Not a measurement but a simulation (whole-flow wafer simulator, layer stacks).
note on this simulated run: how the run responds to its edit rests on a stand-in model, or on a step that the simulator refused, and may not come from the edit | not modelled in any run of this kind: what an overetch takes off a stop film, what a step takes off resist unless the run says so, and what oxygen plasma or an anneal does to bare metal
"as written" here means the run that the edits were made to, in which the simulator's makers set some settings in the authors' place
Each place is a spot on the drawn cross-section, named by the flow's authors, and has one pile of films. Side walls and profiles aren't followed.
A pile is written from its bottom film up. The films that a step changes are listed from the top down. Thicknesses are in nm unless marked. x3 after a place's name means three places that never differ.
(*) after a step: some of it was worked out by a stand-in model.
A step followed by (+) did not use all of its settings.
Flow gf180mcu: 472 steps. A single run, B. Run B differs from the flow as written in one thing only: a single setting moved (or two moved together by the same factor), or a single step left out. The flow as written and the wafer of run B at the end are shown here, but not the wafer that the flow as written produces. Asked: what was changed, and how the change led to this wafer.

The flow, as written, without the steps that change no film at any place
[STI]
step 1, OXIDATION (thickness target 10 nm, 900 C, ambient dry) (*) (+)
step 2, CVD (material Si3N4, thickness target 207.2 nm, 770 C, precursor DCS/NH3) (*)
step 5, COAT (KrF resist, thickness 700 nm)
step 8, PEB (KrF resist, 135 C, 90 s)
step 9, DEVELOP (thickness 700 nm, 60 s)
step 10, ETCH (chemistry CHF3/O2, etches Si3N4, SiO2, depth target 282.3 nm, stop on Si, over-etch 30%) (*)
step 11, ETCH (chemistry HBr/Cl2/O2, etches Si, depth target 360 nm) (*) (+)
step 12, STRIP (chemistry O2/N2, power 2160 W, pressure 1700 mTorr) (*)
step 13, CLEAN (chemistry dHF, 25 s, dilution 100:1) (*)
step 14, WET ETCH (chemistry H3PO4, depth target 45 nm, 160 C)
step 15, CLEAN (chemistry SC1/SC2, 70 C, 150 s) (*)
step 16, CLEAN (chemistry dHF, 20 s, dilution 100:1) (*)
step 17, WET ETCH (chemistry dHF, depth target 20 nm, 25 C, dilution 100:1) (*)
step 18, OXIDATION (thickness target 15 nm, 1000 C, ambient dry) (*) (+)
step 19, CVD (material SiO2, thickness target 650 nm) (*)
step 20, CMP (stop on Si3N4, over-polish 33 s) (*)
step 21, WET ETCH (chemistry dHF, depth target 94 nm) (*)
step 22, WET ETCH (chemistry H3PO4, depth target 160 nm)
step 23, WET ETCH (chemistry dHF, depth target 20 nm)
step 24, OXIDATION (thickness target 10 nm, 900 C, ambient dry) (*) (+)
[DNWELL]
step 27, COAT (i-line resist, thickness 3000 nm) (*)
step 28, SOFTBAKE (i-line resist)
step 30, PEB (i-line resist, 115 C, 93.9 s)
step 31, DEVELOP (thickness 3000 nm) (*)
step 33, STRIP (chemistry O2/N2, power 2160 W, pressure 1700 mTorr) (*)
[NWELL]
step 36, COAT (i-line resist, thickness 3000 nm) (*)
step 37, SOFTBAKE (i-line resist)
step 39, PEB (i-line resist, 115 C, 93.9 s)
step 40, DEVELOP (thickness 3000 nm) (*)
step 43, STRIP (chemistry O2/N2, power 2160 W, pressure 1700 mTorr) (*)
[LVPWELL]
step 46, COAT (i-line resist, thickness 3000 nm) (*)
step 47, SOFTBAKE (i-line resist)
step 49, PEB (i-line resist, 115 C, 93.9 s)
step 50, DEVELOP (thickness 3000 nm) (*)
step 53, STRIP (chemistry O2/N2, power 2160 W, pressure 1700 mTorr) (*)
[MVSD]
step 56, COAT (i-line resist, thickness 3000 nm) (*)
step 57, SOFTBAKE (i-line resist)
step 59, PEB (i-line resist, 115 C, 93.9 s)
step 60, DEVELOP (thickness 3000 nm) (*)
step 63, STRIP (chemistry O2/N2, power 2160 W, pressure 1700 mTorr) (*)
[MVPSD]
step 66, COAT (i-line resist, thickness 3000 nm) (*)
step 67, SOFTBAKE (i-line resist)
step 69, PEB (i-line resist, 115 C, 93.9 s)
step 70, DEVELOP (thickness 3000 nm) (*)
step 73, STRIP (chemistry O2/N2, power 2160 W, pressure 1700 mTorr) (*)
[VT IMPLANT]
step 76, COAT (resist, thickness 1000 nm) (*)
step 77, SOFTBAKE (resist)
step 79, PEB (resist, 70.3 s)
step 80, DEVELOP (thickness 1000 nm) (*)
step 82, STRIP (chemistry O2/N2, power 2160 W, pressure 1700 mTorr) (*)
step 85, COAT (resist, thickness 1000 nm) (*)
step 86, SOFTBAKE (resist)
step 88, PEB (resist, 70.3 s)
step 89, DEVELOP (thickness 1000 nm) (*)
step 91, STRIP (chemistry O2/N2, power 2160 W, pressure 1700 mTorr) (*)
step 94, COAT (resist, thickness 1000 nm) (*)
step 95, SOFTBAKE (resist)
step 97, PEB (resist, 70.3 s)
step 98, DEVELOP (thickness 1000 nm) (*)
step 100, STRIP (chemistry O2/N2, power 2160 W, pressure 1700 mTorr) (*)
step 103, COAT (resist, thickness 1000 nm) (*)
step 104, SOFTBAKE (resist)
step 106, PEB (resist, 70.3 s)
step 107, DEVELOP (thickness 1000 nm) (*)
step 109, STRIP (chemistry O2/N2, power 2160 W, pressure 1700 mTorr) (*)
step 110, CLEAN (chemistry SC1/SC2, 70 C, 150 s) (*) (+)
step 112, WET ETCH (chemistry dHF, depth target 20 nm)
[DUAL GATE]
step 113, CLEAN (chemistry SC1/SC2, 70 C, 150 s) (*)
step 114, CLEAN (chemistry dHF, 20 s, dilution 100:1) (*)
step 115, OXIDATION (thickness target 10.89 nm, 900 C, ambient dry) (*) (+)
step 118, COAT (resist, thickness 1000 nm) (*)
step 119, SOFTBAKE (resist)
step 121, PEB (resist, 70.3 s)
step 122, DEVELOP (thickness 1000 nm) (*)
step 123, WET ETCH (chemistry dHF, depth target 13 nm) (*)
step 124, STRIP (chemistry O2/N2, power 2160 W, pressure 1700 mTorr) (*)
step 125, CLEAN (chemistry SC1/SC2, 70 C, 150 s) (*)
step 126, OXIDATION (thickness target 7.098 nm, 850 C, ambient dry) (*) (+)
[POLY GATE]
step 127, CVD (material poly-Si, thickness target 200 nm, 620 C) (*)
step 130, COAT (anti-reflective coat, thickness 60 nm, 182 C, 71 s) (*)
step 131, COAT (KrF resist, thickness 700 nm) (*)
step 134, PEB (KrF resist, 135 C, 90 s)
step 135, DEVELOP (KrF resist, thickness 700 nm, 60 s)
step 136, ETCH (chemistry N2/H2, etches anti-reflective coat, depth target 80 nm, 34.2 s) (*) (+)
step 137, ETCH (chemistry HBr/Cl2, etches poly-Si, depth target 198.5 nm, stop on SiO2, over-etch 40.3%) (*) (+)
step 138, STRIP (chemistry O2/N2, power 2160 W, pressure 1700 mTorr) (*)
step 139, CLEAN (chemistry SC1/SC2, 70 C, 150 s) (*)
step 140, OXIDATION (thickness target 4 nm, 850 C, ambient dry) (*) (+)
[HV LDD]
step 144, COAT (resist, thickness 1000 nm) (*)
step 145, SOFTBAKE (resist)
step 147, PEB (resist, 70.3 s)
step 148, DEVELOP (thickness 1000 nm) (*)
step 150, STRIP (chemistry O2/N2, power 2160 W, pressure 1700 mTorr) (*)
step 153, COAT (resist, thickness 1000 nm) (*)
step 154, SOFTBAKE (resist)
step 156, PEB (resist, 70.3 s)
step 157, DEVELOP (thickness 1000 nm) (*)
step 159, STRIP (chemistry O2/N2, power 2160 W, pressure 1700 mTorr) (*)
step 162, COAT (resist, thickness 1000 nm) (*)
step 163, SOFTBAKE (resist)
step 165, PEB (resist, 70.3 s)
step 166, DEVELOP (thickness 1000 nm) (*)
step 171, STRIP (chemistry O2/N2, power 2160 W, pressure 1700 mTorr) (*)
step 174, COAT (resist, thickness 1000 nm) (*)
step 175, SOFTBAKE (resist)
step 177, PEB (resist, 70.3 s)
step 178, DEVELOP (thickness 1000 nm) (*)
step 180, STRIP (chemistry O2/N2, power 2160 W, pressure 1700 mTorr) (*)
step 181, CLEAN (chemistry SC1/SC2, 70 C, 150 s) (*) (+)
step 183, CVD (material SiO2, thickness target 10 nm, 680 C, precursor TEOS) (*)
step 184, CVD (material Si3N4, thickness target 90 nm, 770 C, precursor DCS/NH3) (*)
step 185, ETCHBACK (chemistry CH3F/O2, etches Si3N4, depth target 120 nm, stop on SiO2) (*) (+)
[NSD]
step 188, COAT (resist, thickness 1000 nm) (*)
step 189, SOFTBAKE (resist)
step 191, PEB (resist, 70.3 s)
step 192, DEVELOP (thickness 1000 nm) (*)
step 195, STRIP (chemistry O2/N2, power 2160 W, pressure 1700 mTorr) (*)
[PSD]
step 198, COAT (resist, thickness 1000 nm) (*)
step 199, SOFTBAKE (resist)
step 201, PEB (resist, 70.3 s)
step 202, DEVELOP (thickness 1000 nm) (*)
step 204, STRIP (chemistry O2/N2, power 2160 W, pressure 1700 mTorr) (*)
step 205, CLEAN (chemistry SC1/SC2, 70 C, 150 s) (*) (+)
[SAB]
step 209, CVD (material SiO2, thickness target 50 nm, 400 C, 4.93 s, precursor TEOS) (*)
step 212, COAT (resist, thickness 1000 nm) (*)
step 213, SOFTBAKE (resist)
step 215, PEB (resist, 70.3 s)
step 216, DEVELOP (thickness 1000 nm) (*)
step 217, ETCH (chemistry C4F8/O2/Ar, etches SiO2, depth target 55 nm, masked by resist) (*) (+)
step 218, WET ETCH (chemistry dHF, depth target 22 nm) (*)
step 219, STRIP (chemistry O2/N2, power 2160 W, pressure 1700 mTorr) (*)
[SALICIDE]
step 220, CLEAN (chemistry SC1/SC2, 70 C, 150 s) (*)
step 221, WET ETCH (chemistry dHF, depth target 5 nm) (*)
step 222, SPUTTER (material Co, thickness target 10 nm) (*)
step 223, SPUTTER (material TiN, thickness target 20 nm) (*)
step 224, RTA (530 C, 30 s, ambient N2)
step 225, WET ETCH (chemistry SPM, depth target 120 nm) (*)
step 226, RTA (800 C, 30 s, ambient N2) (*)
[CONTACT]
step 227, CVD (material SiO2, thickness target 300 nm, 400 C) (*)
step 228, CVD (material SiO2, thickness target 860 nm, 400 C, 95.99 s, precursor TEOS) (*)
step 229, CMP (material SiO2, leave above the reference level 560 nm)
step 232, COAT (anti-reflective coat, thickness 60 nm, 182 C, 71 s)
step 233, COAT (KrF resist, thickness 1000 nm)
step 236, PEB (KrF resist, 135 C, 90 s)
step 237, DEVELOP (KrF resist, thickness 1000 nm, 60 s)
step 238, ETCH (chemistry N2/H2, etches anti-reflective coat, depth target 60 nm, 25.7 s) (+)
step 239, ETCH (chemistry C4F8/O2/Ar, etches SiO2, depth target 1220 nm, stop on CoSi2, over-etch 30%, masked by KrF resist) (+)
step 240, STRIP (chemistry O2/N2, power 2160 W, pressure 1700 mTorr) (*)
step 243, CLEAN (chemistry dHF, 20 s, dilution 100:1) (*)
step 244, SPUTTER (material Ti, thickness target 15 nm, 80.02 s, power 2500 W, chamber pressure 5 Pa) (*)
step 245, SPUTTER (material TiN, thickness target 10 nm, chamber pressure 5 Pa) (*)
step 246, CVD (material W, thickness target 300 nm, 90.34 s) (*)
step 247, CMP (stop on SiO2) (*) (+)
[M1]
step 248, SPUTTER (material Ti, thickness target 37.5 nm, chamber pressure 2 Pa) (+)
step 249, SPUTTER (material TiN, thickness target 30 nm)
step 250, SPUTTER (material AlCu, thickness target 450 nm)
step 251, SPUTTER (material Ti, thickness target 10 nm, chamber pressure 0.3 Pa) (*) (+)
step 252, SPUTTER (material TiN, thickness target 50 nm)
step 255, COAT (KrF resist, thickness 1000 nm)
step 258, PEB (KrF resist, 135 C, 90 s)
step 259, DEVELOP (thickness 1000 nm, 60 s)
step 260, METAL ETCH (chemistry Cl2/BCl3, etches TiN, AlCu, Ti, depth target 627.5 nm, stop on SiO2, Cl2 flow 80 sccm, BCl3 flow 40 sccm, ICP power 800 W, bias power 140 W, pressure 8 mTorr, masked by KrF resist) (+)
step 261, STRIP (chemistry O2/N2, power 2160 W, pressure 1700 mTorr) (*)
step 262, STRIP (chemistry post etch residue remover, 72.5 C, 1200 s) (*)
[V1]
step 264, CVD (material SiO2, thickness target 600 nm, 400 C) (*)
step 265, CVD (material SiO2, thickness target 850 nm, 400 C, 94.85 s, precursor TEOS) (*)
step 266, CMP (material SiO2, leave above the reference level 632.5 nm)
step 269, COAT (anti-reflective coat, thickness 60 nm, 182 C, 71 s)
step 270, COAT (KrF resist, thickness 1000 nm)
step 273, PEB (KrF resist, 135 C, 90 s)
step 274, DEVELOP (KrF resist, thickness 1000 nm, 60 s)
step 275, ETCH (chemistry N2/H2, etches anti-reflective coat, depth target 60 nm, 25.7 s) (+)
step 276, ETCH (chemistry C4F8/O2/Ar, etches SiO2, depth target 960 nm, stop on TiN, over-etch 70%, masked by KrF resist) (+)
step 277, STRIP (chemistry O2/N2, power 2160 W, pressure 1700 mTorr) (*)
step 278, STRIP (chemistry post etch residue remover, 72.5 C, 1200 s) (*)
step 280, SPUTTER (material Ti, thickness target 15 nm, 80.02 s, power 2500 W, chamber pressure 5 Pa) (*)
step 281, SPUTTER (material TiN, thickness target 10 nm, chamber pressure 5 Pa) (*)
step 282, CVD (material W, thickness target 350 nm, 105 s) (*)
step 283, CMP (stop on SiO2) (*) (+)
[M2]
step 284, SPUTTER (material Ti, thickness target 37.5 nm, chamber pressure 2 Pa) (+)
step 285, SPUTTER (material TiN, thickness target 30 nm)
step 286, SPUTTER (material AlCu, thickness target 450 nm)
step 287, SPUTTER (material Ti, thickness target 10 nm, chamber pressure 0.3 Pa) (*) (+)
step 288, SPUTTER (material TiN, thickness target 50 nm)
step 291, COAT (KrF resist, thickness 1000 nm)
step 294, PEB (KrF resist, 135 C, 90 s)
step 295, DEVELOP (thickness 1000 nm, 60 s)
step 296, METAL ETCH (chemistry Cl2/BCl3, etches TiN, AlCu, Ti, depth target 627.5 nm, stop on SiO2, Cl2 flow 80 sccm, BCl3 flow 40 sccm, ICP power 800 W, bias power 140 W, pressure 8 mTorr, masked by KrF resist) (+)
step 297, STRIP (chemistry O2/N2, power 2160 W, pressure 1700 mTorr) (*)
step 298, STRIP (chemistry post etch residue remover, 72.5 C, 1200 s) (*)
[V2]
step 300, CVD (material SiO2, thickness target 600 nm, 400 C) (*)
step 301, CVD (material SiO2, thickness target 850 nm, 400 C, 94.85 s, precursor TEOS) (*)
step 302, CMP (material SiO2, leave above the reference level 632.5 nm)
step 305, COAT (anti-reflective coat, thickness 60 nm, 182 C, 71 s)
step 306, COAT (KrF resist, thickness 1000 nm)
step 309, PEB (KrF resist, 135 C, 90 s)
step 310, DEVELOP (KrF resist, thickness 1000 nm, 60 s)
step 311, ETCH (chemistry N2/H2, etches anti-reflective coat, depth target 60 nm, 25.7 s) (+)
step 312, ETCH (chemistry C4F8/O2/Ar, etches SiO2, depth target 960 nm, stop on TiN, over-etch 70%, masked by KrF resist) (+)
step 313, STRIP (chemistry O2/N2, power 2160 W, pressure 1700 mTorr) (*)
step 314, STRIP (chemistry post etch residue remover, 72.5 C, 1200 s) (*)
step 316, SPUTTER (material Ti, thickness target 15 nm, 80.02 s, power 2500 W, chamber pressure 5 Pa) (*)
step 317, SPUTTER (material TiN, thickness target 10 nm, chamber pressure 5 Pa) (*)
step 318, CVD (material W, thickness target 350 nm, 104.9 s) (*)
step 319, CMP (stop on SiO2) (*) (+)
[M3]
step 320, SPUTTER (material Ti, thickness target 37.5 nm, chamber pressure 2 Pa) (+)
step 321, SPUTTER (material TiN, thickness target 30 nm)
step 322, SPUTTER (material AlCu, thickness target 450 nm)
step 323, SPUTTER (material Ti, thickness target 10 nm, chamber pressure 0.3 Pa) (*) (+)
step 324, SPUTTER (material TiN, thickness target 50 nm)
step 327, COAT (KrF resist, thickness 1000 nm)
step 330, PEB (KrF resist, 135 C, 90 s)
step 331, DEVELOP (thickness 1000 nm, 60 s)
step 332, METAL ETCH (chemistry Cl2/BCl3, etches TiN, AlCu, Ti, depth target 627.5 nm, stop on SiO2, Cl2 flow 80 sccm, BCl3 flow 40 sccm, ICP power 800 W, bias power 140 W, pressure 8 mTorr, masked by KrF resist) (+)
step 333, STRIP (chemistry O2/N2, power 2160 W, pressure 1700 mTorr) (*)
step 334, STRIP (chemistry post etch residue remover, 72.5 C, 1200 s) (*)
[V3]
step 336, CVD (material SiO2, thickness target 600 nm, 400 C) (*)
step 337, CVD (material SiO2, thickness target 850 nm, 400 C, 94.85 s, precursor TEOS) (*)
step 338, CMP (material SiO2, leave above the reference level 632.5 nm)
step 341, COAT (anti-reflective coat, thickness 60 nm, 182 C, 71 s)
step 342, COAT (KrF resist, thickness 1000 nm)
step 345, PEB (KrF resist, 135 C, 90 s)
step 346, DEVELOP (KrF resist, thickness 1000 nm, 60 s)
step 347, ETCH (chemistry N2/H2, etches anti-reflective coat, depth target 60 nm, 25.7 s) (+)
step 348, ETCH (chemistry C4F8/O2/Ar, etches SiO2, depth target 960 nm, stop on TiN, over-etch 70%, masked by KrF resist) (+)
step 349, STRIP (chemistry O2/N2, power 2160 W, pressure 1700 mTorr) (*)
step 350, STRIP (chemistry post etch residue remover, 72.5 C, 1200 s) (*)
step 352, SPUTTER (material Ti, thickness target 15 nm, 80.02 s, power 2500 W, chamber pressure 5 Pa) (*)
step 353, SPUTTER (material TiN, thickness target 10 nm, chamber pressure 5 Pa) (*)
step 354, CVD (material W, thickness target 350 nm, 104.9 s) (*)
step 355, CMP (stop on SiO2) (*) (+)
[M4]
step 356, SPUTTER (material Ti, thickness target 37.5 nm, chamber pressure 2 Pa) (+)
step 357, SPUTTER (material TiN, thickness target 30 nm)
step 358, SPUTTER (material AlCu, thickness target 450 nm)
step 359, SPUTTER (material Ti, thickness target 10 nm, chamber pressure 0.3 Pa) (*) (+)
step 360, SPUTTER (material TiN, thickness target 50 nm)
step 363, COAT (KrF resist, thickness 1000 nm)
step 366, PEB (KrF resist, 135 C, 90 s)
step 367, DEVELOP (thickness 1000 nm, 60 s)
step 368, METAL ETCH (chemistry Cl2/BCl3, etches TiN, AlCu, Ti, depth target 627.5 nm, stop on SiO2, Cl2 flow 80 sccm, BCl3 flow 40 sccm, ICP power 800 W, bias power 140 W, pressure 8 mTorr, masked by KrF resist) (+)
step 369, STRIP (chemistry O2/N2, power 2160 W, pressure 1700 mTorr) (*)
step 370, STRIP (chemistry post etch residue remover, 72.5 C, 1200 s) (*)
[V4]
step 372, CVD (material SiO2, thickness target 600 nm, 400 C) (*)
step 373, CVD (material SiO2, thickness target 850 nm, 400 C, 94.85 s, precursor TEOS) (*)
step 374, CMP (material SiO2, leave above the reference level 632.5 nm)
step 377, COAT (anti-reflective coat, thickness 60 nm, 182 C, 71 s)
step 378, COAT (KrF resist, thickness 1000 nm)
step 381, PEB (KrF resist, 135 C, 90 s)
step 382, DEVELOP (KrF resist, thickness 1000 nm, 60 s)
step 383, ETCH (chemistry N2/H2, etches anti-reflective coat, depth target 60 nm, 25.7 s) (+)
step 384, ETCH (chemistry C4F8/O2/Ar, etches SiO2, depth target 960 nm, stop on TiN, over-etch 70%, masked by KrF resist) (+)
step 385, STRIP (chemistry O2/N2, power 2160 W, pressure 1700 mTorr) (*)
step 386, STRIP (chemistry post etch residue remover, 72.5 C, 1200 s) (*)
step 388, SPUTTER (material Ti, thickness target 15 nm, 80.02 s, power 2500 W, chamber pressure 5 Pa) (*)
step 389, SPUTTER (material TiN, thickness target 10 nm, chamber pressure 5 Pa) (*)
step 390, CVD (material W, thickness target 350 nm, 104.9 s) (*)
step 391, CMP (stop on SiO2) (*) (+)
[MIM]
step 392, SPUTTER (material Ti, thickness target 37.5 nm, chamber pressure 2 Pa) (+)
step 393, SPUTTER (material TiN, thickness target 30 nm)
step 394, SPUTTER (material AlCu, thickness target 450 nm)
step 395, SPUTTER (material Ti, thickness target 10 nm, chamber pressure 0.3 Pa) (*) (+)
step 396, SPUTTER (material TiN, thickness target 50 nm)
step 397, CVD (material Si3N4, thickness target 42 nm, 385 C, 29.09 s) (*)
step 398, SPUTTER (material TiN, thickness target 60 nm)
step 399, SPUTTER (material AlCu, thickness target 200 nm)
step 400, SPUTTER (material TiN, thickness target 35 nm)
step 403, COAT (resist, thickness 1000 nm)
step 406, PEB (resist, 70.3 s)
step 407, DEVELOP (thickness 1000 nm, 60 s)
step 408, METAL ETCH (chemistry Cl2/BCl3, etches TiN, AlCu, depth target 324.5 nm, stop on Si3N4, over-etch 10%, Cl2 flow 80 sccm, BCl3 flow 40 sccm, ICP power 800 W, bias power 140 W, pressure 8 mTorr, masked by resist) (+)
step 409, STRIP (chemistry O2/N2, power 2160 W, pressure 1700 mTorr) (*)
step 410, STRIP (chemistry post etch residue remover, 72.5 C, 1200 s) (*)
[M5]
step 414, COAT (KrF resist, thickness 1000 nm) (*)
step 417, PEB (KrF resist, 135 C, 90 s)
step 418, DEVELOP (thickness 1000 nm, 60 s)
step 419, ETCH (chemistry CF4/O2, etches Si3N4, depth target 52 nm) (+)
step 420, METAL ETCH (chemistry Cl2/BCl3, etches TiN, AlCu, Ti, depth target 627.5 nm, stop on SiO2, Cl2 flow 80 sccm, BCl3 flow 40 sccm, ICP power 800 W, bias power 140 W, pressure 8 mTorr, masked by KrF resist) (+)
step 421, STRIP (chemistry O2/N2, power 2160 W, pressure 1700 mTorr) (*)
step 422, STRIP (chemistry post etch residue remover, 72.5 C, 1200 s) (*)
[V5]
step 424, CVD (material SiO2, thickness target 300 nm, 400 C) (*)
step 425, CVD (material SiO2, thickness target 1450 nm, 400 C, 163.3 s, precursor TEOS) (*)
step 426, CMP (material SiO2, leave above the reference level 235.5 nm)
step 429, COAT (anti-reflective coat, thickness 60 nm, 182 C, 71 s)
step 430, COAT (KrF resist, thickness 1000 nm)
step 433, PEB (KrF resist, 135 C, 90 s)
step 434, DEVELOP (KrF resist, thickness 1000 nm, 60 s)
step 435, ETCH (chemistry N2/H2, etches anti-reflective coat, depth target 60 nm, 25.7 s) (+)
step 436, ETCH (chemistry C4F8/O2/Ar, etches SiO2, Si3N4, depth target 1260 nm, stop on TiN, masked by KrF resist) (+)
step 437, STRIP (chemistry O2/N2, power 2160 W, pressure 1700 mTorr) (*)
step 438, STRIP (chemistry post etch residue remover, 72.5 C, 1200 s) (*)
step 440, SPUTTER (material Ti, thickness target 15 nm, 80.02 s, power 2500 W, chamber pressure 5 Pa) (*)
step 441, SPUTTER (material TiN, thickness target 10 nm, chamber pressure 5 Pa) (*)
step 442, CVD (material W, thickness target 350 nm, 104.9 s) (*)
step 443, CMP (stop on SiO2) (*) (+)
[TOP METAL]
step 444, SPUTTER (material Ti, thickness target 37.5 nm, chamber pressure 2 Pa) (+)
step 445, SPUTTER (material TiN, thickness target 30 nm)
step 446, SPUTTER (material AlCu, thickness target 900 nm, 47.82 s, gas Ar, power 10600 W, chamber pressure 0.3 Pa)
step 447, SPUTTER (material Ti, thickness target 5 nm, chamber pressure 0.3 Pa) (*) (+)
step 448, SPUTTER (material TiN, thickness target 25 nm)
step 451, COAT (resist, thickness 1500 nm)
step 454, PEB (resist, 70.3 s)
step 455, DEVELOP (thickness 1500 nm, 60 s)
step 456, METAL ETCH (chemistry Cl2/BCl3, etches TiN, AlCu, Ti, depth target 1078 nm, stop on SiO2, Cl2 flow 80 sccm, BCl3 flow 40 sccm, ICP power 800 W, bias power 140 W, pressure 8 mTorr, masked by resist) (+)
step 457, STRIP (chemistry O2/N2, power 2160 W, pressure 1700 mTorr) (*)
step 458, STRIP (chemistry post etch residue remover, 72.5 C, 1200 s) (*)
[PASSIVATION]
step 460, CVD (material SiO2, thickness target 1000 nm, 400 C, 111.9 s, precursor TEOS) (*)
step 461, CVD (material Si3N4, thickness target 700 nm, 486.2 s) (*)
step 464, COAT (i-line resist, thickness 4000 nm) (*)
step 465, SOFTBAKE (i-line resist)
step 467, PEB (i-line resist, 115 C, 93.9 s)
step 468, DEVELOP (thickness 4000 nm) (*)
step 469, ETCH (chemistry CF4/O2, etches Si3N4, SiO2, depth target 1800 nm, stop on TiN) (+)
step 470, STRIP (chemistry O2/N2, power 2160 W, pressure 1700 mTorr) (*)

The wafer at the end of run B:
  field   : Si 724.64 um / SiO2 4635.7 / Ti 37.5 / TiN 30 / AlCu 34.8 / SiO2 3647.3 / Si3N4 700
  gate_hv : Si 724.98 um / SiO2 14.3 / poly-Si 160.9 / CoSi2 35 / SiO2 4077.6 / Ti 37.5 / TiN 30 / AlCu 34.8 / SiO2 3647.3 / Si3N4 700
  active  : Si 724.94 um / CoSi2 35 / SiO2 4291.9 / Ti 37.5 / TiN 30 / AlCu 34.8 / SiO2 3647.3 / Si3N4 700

The reason: step 358, SPUTTER: thickness target 608 nm was run, though the flow has thickness target 450 nm.

The path from the change to this, step by step:
  step 358, SPUTTER (material AlCu, thickness target 450 nm)
      field, field__w1, field__w2 and 108 more: AlCu gains 608 (new film) (as written it would have been: AlCu gains 450 (new film))
  step 368, METAL ETCH (chemistry Cl2/BCl3, etches TiN, AlCu, Ti, depth target 627.5 nm, stop on SiO2, Cl2 flow 80 sccm, BCl3 flow 40 sccm, ICP power 800 W, bias power 140 W, pressure 8 mTorr, masked by KrF resist) (+)
      field, field__w1, field__w2 and 103 more: TiN loses 50 (all of it), Ti loses 10 (all of it), AlCu loses 567.5 (as written it would have been: TiN loses 50 (all of it), Ti loses 10 (all of it), AlCu loses 450 (all of it), TiN loses 30 (all of it), Ti loses 37.5 (all of it))
  step 370, STRIP (chemistry post etch residue remover, 72.5 C, 1200 s) (*)
      field, field__w1, field__w2 and 103 more: AlCu loses 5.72 (as written it would have been: nothing)
  step 372, CVD (material SiO2, thickness target 600 nm, 400 C) (*)
      field, field__w1, field__w2 and 103 more: SiO2 gains 600 (new film) (as written it would have been: SiO2 gains 600)
  step 374, CMP (material SiO2, leave above the reference level 632.5 nm)
      field, field__w1, field__w2 and 103 more: SiO2 loses 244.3 (as written it would have been: SiO2 loses 300)
With metal films that touch counted as one body, field has 1 body; the flow as written gives 0 bodies.
With metal films that touch counted as one body, gate_hv has 2 bodies (between them, from the top down: SiO2 4077.6); the flow as written gives 1 body.
With metal films that touch counted as one body, active has 2 bodies (between them, from the top down: SiO2 4291.9); the flow as written gives 1 body.
